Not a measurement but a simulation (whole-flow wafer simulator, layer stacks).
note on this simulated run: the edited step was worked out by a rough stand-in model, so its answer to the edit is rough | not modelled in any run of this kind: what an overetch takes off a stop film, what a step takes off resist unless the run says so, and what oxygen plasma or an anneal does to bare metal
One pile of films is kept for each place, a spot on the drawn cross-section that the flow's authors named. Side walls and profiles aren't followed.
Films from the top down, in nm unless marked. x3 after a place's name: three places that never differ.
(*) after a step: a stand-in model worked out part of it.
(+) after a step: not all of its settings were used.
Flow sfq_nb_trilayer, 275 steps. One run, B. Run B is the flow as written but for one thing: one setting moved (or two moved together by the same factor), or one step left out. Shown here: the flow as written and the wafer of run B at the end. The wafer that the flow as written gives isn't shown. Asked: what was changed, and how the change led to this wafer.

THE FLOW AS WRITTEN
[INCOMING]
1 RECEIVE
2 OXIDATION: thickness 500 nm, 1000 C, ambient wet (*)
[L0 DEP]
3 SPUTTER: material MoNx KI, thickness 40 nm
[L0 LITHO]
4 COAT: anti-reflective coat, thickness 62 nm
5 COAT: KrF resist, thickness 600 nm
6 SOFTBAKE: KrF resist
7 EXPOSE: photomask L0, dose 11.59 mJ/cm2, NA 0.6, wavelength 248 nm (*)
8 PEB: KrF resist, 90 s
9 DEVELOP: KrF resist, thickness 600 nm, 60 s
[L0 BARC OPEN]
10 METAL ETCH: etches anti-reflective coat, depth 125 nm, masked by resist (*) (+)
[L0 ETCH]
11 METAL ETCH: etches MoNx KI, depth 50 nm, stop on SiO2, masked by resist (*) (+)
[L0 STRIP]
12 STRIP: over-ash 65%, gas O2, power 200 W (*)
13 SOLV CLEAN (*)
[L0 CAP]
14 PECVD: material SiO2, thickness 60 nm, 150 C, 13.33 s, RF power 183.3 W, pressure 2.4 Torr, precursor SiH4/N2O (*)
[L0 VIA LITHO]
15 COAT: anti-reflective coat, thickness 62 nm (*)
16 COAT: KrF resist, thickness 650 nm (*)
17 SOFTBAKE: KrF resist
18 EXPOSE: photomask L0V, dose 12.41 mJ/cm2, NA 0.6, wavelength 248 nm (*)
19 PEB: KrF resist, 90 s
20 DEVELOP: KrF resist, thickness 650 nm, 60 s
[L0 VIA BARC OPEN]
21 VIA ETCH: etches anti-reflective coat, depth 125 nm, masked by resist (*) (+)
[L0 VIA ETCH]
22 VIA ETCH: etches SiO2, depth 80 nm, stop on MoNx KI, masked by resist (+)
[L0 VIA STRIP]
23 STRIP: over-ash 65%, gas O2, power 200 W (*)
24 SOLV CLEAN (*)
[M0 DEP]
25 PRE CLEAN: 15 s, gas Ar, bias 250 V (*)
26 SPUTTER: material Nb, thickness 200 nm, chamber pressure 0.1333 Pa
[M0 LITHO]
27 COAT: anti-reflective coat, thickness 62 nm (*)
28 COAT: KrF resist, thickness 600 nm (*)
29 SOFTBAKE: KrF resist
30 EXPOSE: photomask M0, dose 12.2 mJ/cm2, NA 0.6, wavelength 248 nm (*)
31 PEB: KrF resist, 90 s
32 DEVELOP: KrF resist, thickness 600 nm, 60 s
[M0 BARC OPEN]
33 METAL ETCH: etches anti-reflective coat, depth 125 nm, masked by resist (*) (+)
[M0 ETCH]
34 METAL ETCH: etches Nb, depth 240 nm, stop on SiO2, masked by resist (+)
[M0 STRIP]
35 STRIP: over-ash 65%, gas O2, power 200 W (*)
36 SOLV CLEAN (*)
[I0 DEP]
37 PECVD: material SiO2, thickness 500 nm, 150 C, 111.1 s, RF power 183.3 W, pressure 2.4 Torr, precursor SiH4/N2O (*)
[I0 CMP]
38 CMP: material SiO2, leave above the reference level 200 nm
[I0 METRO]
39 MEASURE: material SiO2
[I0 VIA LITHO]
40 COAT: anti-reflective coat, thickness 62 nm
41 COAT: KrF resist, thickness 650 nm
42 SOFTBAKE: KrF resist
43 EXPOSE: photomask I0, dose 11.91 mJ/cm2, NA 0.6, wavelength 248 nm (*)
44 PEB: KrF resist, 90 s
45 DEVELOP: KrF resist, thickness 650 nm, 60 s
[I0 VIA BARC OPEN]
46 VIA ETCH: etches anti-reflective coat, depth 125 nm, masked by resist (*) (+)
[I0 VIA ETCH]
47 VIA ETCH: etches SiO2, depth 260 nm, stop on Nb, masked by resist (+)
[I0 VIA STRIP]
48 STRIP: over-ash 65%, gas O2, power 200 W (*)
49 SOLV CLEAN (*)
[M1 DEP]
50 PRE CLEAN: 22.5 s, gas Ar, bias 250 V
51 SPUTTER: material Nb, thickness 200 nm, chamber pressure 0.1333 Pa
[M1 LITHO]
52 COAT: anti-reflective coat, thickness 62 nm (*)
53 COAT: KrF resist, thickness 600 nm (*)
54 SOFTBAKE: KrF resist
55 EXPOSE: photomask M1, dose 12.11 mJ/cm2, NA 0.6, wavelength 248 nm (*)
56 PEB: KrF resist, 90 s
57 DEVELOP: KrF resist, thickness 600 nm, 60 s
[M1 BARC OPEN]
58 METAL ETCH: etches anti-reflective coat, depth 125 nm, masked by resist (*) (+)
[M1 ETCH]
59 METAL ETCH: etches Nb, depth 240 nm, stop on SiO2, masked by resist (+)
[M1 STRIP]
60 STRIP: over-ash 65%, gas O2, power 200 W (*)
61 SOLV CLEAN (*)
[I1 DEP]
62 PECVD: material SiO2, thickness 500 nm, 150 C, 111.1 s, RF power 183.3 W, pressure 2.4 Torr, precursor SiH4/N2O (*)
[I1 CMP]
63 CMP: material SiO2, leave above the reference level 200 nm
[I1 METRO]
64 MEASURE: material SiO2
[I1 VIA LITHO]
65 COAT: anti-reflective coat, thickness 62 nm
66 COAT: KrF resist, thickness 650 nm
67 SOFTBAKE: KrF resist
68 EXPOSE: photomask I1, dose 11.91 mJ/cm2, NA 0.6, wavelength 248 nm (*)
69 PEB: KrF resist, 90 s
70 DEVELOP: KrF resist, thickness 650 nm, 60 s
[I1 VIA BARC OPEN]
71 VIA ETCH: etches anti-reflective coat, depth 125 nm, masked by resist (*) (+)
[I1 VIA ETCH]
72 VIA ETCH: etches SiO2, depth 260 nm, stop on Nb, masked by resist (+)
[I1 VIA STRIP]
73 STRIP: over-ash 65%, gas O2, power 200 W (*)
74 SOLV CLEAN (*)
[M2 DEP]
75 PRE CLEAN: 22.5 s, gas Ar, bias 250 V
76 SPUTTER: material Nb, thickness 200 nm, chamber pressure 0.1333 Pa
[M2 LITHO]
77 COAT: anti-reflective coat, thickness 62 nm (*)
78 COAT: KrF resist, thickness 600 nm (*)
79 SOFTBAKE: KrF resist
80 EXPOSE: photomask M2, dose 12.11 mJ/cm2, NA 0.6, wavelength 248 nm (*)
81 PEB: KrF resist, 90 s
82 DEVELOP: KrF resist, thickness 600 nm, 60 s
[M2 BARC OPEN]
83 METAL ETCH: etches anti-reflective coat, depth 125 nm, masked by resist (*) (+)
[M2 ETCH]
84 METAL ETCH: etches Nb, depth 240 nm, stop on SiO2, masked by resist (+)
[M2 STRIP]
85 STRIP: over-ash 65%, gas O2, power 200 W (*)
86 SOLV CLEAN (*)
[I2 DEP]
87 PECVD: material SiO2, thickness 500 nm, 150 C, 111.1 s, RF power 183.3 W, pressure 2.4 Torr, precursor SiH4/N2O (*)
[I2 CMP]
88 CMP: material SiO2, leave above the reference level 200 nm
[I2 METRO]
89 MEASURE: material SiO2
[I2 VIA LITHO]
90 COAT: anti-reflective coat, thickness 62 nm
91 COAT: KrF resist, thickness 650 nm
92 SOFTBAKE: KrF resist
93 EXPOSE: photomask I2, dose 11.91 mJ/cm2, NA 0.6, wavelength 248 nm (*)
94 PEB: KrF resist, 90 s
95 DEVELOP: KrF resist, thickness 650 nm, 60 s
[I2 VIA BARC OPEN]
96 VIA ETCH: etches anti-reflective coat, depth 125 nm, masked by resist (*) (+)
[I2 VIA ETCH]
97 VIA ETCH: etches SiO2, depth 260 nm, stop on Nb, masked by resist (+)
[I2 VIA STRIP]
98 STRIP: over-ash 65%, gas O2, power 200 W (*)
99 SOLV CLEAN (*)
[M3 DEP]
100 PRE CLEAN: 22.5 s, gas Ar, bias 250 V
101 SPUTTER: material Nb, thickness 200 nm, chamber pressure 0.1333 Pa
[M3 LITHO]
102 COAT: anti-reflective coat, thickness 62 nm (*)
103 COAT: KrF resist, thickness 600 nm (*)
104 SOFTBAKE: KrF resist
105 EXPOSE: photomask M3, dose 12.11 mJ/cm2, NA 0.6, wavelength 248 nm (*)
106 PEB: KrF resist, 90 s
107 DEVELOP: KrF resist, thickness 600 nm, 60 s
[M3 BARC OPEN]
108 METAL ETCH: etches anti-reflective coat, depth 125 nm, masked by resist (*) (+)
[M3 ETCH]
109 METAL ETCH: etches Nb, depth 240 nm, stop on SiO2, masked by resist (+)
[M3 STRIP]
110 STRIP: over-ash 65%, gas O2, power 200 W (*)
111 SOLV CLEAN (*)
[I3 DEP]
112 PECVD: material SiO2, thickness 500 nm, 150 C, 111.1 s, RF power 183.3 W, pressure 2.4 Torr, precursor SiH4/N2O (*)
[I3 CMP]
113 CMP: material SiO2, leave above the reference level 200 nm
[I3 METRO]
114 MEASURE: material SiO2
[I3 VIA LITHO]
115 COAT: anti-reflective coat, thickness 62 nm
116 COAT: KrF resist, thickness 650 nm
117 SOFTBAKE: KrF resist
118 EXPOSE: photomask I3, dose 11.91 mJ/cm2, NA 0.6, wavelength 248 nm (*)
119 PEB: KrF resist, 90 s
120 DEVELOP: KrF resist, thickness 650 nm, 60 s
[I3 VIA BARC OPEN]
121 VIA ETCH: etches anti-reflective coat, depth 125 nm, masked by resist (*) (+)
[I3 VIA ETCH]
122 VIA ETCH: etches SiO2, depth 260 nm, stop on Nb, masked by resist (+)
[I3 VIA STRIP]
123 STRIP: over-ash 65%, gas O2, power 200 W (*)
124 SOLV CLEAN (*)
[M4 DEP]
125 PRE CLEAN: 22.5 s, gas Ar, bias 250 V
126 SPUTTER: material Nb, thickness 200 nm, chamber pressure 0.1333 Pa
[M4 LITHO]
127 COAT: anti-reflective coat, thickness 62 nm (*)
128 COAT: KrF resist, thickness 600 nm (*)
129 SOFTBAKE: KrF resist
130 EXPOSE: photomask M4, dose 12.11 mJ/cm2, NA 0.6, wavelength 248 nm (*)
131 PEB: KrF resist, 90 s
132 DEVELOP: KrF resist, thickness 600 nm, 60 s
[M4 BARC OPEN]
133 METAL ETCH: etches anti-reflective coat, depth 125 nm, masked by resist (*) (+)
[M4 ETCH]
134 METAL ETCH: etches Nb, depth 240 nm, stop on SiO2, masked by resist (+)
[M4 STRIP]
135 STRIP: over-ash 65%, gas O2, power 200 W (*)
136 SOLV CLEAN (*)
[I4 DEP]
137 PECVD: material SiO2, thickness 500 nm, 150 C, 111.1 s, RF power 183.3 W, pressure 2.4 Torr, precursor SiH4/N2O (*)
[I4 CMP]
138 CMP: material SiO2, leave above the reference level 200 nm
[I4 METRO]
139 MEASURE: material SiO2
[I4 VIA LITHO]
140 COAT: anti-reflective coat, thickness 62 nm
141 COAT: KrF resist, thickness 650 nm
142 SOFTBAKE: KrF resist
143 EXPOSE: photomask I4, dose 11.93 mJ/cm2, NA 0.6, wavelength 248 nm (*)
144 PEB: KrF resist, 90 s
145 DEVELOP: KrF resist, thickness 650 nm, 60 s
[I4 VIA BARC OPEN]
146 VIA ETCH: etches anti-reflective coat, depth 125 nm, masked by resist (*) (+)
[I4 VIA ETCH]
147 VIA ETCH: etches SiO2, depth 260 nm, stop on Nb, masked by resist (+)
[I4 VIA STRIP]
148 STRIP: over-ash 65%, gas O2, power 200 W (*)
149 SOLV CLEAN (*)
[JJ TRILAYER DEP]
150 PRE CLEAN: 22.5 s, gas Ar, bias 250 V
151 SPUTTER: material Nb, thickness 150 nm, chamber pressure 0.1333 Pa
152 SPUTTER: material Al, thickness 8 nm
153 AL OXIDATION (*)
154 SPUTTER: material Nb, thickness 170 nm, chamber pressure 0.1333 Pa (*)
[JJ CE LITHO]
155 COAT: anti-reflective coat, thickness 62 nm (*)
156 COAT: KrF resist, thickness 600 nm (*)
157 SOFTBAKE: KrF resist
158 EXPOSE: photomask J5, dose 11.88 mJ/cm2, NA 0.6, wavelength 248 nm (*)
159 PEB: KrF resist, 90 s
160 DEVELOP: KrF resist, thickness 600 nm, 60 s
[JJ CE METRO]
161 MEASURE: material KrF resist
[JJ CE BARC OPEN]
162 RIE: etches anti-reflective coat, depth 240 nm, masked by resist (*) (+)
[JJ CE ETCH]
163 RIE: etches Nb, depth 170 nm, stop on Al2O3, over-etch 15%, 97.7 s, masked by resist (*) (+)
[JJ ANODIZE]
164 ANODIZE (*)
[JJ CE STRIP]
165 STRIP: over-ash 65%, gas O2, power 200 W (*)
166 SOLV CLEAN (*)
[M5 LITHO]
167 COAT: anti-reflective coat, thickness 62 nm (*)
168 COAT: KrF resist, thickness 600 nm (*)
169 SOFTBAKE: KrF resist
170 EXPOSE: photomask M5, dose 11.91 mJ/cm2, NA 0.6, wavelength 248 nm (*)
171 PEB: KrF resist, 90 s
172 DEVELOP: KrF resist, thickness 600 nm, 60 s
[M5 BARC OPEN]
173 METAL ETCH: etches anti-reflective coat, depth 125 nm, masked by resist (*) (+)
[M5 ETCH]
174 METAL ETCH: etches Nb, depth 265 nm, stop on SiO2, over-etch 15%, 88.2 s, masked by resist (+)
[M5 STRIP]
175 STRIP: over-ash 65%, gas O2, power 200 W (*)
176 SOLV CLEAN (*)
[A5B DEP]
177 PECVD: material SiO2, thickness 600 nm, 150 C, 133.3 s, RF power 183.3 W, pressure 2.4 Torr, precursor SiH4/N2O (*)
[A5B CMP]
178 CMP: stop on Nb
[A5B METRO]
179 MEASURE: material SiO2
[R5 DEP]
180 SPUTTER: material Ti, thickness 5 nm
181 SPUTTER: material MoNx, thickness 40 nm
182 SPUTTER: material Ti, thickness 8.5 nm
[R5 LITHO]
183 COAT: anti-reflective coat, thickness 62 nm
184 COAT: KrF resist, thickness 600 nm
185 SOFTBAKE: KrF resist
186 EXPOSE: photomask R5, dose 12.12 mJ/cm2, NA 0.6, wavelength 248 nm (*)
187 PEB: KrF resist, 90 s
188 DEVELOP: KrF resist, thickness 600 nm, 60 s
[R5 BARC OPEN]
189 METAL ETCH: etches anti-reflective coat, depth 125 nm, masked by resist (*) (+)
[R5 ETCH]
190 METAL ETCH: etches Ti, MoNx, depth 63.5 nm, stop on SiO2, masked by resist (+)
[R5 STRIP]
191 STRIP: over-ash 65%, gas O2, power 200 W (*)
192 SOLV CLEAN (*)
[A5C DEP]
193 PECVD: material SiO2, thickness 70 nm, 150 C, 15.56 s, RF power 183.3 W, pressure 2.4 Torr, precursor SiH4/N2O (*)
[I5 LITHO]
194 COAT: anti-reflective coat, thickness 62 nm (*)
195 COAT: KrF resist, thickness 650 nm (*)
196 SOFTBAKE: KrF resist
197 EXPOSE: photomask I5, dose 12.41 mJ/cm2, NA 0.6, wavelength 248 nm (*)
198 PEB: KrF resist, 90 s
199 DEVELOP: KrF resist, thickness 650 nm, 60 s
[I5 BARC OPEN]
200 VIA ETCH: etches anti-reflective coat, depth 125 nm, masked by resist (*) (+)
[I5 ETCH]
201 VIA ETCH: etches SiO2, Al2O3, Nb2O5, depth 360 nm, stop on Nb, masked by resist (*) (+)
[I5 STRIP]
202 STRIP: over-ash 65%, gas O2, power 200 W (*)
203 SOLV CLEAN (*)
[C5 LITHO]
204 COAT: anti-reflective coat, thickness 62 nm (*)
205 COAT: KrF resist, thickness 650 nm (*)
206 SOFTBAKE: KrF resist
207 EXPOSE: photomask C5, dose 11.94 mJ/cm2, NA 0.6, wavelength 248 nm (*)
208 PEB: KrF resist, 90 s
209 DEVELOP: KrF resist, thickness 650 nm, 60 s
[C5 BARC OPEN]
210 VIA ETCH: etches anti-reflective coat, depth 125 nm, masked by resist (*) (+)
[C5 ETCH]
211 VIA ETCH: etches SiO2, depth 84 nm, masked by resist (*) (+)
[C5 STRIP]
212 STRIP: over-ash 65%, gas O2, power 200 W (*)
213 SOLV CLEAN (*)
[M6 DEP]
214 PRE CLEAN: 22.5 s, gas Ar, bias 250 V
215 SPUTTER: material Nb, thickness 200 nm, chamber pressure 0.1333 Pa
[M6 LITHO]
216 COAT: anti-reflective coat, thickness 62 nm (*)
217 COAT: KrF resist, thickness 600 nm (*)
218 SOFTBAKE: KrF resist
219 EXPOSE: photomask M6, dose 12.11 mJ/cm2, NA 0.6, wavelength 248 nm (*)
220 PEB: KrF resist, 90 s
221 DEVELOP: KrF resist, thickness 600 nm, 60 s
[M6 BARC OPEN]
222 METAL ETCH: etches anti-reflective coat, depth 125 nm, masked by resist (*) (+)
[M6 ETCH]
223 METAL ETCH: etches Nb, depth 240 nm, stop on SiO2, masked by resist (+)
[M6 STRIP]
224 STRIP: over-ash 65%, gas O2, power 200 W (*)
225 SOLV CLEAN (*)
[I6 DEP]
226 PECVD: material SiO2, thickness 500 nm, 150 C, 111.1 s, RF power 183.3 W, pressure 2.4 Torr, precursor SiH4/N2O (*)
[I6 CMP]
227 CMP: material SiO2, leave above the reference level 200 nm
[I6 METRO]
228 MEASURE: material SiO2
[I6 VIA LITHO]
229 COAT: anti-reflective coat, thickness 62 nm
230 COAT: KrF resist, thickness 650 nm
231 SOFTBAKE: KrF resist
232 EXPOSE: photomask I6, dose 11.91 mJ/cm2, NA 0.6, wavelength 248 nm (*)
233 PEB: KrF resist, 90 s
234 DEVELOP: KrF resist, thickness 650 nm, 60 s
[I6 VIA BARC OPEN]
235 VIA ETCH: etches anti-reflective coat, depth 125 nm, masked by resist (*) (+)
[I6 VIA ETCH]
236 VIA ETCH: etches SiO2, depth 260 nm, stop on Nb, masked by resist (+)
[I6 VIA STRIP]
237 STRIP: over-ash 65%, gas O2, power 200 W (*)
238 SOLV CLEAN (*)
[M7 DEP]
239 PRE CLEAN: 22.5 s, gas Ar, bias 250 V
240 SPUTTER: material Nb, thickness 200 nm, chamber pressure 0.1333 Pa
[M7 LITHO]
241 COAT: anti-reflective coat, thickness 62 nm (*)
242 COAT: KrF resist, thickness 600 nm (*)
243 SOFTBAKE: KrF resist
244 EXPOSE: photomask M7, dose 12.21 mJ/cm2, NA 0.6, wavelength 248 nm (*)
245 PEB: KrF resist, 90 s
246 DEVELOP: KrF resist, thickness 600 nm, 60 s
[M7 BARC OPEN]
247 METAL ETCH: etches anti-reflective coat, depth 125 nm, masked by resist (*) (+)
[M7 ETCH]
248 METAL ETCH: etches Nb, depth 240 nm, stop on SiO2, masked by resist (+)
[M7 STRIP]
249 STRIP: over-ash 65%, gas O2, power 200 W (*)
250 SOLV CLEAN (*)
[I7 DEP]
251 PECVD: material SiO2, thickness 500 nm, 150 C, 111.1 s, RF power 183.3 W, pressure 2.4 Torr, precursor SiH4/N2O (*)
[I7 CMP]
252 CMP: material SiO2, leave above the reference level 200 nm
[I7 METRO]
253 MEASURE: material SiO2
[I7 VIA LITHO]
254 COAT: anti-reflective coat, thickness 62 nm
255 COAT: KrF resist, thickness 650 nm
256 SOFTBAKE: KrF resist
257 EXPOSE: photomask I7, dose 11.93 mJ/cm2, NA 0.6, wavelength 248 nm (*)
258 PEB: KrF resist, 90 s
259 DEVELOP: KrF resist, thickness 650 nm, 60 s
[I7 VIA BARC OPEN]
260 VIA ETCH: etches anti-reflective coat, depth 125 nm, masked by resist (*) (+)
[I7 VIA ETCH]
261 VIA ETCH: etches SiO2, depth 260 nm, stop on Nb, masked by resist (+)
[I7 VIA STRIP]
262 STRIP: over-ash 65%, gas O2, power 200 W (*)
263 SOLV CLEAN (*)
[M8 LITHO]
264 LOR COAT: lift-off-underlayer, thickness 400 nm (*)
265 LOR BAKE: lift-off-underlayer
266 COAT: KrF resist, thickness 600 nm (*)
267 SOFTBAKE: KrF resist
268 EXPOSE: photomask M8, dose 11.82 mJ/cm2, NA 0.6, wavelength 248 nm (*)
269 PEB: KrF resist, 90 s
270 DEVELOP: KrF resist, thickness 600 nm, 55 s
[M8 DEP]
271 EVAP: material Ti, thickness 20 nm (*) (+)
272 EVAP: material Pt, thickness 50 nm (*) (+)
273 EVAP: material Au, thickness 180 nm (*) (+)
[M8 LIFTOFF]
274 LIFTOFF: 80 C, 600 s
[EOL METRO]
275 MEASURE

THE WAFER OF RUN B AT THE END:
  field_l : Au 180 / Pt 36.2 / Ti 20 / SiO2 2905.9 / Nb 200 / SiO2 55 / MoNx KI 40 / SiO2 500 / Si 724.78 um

The cause: step 272, EVAP: thickness 36.2 nm was run, where the flow has thickness 50 nm.
It can be read off the wafer: field_l has Pt 36.2, and step 272 as written asks for 50 nm.

How the change led to this, step by step:
  272 EVAP: material Pt, thickness 50 nm (*) (+)
      field_l, v_sur, via_wl and 103 more: Pt +36.2 (new film) (as written it would be: Pt +50 (new film))
  274 LIFTOFF: 80 C, 600 s
      p4_fl x3, p4_w1 x9, p4_g1 x2 and 60 more: Au -180 (all of it), Pt -36.2 (all of it), Ti -20 (all of it), KrF resist -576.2 (all of it), lift-off-underlayer -400 (all of it) (as written it would be: Au -180 (all of it), Pt -50 (all of it), Ti -20 (all of it), KrF resist -576.2 (all of it), lift-off-underlayer -400 (all of it))
      c5j, ce_r: Au -180 (all of it), Pt -36.2 (all of it), Ti -20 (all of it), KrF resist -573.3 (all of it), lift-off-underlayer -399.3 (all of it) (as written it would be: Au -180 (all of it), Pt -50 (all of it), Ti -20 (all of it), KrF resist -573.3 (all of it), lift-off-underlayer -399.3 (all of it))
      (and at 19 more places)
